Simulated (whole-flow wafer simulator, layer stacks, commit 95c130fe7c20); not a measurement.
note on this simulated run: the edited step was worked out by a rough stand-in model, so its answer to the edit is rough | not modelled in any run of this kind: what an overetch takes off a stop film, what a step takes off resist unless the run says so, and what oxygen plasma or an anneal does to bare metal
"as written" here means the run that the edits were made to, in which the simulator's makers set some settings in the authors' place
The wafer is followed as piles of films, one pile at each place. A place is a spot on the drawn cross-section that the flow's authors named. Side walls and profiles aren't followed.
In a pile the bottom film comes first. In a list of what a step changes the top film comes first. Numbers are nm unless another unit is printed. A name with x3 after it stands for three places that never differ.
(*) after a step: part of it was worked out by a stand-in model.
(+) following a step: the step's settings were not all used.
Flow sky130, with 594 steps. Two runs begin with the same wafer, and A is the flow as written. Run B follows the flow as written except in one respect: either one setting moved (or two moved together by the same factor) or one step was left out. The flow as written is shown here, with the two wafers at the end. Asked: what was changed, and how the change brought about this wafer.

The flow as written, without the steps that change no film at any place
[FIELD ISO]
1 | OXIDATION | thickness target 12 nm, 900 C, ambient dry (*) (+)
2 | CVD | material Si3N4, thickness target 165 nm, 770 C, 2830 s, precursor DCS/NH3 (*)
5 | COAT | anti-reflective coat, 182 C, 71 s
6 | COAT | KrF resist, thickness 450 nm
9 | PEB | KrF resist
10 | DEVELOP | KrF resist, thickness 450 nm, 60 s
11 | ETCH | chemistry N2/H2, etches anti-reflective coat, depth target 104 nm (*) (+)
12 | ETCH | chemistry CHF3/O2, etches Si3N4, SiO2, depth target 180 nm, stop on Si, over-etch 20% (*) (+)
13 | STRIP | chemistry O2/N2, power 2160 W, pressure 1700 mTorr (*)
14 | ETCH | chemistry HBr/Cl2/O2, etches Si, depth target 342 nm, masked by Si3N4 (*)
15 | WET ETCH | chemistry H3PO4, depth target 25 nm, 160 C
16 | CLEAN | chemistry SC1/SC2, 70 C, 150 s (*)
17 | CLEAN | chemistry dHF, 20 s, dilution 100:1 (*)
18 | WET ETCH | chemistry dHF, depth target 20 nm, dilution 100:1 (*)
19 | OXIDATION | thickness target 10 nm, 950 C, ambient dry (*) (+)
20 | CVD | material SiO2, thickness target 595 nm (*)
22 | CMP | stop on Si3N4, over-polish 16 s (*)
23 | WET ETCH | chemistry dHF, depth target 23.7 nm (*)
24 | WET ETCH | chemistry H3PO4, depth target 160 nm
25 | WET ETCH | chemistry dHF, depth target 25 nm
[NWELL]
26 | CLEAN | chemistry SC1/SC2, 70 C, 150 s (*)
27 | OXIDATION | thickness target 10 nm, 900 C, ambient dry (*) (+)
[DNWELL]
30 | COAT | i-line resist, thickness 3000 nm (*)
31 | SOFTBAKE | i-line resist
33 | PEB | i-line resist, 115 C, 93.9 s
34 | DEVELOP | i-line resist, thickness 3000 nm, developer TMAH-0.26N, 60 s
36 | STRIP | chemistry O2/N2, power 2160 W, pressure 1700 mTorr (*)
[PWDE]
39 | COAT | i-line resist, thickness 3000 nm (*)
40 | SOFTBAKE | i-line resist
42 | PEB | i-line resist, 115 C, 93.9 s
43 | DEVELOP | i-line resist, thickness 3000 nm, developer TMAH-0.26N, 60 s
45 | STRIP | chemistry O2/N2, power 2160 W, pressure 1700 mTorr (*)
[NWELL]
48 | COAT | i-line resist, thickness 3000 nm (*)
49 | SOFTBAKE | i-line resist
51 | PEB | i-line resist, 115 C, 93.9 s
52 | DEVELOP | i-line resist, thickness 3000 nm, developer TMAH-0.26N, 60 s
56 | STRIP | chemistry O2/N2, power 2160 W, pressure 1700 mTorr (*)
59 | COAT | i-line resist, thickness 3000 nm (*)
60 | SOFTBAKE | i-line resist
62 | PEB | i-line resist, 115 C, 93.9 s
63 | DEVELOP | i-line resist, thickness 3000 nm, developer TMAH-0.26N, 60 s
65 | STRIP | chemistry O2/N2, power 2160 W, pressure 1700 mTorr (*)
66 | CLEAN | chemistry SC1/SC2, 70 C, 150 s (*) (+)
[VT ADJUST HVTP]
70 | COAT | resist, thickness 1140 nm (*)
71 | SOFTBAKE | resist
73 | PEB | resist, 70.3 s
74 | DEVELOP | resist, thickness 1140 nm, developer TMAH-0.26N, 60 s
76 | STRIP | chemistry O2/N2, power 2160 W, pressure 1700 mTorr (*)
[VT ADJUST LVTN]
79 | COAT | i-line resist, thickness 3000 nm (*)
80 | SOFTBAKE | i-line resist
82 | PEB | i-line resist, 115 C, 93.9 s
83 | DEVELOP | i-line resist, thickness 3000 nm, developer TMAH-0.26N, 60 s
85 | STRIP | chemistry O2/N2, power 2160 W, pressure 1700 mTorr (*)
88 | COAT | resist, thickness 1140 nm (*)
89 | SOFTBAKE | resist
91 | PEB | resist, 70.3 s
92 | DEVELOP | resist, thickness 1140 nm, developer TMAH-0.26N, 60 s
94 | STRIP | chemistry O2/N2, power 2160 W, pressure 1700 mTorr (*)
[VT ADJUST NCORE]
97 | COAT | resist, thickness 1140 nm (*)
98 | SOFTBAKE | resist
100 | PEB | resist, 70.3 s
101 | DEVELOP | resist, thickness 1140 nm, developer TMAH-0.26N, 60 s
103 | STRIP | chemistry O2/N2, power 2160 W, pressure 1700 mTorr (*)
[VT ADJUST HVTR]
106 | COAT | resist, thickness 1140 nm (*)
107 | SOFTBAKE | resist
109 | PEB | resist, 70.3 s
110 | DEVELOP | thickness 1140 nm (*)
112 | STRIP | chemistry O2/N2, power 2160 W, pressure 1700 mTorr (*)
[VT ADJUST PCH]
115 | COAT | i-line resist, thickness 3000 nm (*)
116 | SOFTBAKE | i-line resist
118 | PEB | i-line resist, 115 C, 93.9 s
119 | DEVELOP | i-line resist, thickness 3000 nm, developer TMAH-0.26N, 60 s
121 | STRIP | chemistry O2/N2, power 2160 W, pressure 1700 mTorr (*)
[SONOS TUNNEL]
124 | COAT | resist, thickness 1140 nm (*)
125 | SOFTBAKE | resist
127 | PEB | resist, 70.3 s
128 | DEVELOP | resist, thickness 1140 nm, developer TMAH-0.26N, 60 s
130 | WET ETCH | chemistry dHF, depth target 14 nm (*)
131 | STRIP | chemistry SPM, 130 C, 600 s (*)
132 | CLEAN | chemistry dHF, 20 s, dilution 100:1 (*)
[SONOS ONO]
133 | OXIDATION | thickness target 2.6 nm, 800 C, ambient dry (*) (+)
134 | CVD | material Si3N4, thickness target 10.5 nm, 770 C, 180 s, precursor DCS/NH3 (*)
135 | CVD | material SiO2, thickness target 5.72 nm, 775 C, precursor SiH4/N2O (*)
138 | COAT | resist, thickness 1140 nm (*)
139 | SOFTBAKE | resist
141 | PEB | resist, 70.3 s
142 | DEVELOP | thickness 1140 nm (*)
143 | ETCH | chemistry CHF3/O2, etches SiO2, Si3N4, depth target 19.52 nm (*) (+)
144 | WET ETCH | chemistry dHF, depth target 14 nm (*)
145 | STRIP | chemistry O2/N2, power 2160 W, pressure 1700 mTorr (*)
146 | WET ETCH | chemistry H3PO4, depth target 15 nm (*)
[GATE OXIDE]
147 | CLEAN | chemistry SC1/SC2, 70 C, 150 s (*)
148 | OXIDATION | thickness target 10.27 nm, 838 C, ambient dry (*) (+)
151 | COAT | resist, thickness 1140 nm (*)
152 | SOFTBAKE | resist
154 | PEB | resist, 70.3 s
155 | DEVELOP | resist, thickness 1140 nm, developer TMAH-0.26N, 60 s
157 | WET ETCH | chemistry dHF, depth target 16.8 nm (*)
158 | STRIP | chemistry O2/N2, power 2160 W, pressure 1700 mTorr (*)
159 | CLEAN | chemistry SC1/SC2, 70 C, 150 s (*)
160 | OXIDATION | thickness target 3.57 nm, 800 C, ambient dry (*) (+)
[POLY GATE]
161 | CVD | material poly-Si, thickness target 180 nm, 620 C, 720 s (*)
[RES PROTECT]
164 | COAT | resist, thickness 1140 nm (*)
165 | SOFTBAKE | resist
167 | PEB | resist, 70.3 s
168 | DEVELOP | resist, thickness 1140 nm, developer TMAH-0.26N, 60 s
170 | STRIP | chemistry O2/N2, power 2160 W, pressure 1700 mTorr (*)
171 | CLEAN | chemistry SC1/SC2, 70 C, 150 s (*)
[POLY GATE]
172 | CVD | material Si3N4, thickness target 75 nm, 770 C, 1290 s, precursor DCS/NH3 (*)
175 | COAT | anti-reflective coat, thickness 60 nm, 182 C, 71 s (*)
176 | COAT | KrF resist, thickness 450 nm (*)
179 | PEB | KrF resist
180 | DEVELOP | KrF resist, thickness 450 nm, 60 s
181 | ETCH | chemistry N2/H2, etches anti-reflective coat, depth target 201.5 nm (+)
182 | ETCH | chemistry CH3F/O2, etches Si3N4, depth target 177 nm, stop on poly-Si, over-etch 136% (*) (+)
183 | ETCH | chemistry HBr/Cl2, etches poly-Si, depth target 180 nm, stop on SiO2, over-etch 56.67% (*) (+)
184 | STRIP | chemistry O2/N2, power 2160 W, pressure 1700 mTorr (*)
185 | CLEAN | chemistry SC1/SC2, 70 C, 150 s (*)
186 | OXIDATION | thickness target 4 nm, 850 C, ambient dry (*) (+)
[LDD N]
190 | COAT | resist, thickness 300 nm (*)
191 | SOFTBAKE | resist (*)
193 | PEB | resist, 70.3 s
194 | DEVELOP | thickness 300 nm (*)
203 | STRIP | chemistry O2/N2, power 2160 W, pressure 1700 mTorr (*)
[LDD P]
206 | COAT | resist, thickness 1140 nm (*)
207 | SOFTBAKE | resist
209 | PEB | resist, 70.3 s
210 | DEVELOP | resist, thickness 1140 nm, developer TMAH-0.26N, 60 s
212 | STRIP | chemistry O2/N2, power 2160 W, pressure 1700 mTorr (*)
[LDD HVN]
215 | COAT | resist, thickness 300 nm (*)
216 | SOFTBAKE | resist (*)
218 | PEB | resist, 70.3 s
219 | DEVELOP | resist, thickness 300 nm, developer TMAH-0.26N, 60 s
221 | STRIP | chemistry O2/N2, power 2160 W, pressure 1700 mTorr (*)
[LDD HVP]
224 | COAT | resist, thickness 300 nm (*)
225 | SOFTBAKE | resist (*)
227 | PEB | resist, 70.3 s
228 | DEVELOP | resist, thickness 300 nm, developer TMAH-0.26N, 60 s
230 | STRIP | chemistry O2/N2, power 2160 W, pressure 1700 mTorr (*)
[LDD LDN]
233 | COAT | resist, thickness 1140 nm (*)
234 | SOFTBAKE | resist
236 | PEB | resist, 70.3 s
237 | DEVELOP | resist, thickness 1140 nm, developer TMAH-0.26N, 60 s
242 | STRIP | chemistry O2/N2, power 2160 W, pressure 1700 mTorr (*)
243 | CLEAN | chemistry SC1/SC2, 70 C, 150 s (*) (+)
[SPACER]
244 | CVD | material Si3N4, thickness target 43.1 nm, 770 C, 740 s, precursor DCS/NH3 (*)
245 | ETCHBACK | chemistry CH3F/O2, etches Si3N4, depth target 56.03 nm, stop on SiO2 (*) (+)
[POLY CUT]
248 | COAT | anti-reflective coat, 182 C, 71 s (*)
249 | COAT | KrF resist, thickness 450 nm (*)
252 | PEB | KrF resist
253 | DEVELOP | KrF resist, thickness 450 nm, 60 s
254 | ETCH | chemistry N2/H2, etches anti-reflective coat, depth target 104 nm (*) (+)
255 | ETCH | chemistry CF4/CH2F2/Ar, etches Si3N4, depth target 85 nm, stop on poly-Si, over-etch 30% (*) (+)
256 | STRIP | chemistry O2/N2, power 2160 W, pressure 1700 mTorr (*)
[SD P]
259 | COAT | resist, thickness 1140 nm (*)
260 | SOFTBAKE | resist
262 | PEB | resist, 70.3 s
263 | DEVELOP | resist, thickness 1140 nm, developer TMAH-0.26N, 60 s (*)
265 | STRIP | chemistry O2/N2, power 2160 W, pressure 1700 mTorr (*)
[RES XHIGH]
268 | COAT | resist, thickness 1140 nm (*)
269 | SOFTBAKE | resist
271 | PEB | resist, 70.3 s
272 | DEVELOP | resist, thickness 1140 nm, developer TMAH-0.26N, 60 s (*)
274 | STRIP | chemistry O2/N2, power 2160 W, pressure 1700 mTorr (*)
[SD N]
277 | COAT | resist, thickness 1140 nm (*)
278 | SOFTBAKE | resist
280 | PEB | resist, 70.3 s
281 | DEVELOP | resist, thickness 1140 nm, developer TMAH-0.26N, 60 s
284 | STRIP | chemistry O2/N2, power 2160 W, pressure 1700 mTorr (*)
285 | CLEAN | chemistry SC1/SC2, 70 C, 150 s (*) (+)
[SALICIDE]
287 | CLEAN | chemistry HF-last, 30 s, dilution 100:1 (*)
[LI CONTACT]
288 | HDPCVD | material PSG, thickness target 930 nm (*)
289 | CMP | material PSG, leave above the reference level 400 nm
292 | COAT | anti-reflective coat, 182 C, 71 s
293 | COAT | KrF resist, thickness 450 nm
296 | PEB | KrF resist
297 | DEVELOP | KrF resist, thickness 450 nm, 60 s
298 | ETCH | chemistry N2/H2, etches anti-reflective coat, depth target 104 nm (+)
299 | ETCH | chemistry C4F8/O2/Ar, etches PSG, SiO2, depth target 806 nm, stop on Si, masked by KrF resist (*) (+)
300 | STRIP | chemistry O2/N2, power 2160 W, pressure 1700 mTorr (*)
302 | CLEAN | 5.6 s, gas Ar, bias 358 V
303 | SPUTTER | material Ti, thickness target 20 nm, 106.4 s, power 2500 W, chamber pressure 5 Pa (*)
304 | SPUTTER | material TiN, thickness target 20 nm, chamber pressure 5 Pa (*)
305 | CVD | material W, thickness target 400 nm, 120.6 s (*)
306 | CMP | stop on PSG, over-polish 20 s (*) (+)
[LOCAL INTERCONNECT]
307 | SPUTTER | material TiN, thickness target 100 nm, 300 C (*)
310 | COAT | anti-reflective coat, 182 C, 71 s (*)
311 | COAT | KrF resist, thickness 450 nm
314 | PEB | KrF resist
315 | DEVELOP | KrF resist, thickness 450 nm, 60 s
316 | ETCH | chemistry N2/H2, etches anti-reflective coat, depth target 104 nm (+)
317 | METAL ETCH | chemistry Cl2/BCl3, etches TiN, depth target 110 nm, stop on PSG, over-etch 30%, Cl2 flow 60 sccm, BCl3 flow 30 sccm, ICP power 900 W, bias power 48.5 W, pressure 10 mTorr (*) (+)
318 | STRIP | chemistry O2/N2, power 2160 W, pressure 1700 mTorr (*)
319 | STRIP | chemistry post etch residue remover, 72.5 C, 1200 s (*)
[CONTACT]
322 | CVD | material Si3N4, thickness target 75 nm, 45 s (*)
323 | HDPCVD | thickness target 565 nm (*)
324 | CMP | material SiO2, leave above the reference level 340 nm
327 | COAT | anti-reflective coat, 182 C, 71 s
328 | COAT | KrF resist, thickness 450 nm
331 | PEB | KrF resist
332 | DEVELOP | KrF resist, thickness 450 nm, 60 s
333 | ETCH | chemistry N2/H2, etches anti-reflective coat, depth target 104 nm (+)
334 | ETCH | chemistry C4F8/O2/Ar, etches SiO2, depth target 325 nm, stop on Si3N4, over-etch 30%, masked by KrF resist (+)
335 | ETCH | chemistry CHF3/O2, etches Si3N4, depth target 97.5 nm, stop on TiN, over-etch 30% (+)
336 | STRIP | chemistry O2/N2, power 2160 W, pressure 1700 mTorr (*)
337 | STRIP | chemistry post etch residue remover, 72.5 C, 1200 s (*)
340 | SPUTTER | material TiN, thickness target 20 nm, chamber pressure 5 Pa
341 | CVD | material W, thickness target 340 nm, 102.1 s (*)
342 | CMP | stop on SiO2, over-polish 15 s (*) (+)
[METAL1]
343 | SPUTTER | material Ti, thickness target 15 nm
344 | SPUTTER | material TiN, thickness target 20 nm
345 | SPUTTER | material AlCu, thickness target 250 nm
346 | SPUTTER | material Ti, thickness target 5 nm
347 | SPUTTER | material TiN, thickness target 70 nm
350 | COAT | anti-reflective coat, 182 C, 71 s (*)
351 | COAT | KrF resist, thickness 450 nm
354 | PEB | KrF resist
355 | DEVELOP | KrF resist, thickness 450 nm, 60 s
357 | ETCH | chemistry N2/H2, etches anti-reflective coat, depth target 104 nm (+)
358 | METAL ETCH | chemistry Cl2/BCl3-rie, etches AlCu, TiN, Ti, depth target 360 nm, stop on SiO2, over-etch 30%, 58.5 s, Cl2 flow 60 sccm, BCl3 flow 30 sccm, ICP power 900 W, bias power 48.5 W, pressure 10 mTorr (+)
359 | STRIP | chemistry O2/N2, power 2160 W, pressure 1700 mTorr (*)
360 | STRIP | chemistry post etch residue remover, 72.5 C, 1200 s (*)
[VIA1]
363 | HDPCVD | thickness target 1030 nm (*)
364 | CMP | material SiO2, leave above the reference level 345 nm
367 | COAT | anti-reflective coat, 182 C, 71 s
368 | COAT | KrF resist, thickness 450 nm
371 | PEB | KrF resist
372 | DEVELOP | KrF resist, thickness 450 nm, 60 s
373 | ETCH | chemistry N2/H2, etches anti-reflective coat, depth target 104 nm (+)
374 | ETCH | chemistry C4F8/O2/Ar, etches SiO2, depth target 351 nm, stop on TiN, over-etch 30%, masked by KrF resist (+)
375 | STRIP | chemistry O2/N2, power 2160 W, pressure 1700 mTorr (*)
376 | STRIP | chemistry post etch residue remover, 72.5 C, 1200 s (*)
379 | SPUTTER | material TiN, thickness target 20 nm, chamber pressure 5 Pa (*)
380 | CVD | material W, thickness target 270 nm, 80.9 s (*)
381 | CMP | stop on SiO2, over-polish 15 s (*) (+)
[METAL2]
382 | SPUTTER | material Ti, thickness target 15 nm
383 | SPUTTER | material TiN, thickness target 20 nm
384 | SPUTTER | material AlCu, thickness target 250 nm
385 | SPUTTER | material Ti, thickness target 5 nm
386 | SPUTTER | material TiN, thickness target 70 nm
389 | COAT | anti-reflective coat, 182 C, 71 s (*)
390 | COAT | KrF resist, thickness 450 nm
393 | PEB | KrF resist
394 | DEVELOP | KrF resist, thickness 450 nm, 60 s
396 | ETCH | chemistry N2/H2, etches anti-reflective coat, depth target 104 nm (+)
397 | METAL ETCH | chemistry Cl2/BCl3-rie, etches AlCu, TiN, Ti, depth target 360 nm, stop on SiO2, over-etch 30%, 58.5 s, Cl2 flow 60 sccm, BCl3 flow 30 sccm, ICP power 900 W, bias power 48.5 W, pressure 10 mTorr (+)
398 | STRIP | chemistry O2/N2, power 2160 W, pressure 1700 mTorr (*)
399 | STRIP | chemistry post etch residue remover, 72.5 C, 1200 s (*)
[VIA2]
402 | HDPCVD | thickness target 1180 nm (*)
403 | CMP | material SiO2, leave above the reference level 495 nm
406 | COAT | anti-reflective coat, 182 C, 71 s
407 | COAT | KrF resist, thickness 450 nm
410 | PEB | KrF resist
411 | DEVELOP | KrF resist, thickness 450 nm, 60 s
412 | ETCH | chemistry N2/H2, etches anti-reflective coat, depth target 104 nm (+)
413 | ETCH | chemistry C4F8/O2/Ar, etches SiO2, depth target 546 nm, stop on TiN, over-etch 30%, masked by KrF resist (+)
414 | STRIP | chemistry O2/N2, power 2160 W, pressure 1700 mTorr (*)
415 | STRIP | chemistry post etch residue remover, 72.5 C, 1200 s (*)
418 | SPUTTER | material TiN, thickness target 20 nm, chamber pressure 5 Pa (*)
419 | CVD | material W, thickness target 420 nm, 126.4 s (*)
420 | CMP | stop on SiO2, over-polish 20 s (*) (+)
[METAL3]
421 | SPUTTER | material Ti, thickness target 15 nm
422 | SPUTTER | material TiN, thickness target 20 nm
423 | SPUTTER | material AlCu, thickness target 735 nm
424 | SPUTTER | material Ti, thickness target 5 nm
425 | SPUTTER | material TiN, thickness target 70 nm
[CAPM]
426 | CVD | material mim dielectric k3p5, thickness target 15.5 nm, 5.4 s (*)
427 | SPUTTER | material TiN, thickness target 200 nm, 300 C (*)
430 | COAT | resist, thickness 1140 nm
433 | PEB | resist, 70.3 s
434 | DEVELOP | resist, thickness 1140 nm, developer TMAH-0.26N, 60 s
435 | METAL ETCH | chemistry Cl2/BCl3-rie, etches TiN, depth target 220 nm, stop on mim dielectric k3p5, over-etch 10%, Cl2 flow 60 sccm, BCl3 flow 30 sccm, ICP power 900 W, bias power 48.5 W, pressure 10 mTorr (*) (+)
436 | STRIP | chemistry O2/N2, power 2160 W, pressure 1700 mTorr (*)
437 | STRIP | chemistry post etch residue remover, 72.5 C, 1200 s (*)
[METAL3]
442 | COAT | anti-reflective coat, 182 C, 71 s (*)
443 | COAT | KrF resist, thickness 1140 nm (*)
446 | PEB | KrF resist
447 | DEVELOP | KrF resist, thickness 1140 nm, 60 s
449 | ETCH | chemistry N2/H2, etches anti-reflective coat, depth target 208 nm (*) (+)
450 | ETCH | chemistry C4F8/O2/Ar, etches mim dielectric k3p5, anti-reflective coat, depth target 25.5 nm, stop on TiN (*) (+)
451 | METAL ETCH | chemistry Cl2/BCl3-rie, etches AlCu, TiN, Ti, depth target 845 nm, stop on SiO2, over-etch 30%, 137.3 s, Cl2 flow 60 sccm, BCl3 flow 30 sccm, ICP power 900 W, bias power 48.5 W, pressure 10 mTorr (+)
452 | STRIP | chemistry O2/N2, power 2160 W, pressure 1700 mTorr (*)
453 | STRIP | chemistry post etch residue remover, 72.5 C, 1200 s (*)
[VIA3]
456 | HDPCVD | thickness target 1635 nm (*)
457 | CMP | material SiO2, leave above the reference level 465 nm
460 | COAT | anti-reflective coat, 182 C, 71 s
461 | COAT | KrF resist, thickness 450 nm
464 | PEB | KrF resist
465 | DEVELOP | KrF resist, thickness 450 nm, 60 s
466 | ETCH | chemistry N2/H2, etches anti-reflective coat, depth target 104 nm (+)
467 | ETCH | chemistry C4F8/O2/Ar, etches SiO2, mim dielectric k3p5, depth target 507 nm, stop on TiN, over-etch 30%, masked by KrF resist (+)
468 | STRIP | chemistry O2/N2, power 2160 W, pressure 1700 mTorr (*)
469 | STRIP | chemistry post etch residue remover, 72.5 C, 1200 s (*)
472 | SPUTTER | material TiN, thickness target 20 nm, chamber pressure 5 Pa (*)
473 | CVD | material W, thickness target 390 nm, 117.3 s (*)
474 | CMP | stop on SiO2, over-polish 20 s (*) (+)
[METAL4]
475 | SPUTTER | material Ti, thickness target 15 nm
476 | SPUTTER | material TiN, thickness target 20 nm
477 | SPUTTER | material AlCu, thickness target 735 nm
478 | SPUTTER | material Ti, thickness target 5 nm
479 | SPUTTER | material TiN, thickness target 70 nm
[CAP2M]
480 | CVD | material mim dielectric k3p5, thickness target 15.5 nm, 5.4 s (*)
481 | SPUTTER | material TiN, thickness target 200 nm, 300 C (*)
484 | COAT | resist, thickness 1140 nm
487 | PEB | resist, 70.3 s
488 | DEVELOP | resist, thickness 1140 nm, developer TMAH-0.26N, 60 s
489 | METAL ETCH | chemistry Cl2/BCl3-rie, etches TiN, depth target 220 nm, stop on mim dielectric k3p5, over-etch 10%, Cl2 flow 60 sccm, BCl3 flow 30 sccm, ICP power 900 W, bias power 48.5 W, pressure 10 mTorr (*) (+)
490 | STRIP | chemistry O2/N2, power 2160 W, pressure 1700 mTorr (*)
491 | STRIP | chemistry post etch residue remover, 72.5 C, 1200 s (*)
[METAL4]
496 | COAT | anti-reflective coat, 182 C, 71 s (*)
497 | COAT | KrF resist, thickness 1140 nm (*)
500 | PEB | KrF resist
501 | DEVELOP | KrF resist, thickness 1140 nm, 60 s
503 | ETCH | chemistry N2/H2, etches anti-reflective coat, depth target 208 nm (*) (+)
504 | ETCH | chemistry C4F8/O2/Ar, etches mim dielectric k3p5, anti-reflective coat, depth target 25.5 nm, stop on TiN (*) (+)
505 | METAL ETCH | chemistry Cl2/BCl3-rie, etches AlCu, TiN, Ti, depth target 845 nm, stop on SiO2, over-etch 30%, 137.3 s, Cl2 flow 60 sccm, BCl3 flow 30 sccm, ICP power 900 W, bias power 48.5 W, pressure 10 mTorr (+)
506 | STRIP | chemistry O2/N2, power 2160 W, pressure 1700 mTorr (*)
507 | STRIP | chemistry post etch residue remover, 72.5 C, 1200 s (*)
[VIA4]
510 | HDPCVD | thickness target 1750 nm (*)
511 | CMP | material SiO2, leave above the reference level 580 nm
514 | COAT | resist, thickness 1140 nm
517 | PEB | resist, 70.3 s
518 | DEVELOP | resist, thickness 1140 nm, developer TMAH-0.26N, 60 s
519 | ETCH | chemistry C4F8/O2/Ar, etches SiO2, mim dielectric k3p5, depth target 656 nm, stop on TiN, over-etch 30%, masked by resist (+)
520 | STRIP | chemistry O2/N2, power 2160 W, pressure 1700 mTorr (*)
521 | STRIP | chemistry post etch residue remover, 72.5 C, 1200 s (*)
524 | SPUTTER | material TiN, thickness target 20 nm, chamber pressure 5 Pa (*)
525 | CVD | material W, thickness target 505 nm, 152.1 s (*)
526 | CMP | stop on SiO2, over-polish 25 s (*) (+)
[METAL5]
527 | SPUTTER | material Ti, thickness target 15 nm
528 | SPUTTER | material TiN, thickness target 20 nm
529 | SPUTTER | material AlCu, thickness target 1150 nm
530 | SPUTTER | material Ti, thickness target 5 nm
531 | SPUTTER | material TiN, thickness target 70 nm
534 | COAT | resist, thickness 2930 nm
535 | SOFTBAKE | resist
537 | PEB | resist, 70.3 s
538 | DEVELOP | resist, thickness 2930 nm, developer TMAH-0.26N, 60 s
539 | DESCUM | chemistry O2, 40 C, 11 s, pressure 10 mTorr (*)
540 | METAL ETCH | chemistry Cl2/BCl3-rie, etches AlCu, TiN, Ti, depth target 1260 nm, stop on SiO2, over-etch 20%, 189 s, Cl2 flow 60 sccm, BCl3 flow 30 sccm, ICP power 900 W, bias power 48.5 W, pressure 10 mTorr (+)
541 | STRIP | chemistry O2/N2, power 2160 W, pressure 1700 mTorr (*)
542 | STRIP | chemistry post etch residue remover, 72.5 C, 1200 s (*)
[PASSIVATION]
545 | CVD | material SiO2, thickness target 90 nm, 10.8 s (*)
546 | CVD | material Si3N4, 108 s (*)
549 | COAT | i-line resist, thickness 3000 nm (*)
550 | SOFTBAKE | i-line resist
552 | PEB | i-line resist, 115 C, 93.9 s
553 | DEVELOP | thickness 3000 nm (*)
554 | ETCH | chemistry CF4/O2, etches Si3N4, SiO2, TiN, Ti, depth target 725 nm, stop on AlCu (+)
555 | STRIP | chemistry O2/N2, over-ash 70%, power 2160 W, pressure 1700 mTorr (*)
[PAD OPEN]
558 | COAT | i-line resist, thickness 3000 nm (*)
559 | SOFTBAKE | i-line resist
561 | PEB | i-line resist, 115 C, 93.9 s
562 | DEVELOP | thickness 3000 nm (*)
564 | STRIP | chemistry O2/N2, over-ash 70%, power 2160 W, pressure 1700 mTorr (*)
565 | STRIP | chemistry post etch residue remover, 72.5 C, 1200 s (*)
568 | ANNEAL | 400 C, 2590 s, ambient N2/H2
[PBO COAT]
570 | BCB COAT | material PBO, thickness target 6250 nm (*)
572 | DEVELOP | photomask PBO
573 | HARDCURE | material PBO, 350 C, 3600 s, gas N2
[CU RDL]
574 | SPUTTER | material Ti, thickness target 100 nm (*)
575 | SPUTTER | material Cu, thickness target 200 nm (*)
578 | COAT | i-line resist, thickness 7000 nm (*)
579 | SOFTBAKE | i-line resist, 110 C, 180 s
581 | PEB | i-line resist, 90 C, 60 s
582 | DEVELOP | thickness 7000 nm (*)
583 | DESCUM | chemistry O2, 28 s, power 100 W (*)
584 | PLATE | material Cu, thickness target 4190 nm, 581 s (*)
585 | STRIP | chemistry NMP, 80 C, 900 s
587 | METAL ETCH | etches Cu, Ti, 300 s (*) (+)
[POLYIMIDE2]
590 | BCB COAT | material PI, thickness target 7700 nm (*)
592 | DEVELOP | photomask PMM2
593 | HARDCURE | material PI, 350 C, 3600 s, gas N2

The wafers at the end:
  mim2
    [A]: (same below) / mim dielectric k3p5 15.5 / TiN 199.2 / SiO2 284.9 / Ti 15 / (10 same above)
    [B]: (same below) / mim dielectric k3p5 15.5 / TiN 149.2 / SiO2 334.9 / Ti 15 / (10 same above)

Cause: step 481, SPUTTER: thickness target 150 nm was run, though the flow has thickness target 200 nm.

The path from the change to this, step by step:
  481 | SPUTTER | material TiN, thickness target 200 nm, 300 C (*)
      field, active, n_well and 189 more: A +200 TiN (new film) | B +150 TiN (new film)
  489 | METAL ETCH | chemistry Cl2/BCl3-rie, etches TiN, depth target 220 nm, stop on mim dielectric k3p5, over-etch 10%, Cl2 flow 60 sccm, BCl3 flow 30 sccm, ICP power 900 W, bias power 48.5 W, pressure 10 mTorr (*) (+)
      field, active, n_well and 188 more: A -200 TiN (all of it) | B -150 TiN (all of it)
      mim2: A -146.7 resist | B -110 resist
  490 | STRIP | chemistry O2/N2, power 2160 W, pressure 1700 mTorr (*)
      mim2: A -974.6 resist (all of it) | B -1011.3 resist (all of it)
  496 | COAT | anti-reflective coat, 182 C, 71 s (*)
      iso_guard__w2: A +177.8 anti-reflective coat (new film) | B +144.9 anti-reflective coat (new film)
      mim2: A +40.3 anti-reflective coat (new film) | B +30.7 anti-reflective coat (new film)
  497 | COAT | KrF resist, thickness 1140 nm (*)
      mim2: A +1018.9 KrF resist (new film) | B +1064.7 KrF resist (new film)
  506 | STRIP | chemistry O2/N2, power 2160 W, pressure 1700 mTorr (*)
      iso_guard__w2: A -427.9 KrF resist (all of it), -177.8 anti-reflective coat (all of it) | B -449.7 KrF resist (all of it), -144.9 anti-reflective coat (all of it)
      mim2: A -372.1 KrF resist (all of it), -40.3 anti-reflective coat (all of it) | B -417.8 KrF resist (all of it), -30.7 anti-reflective coat (all of it)
  511 | CMP | material SiO2, leave above the reference level 580 nm
      mim2: A -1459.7 SiO2 | B -1409.7 SiO2
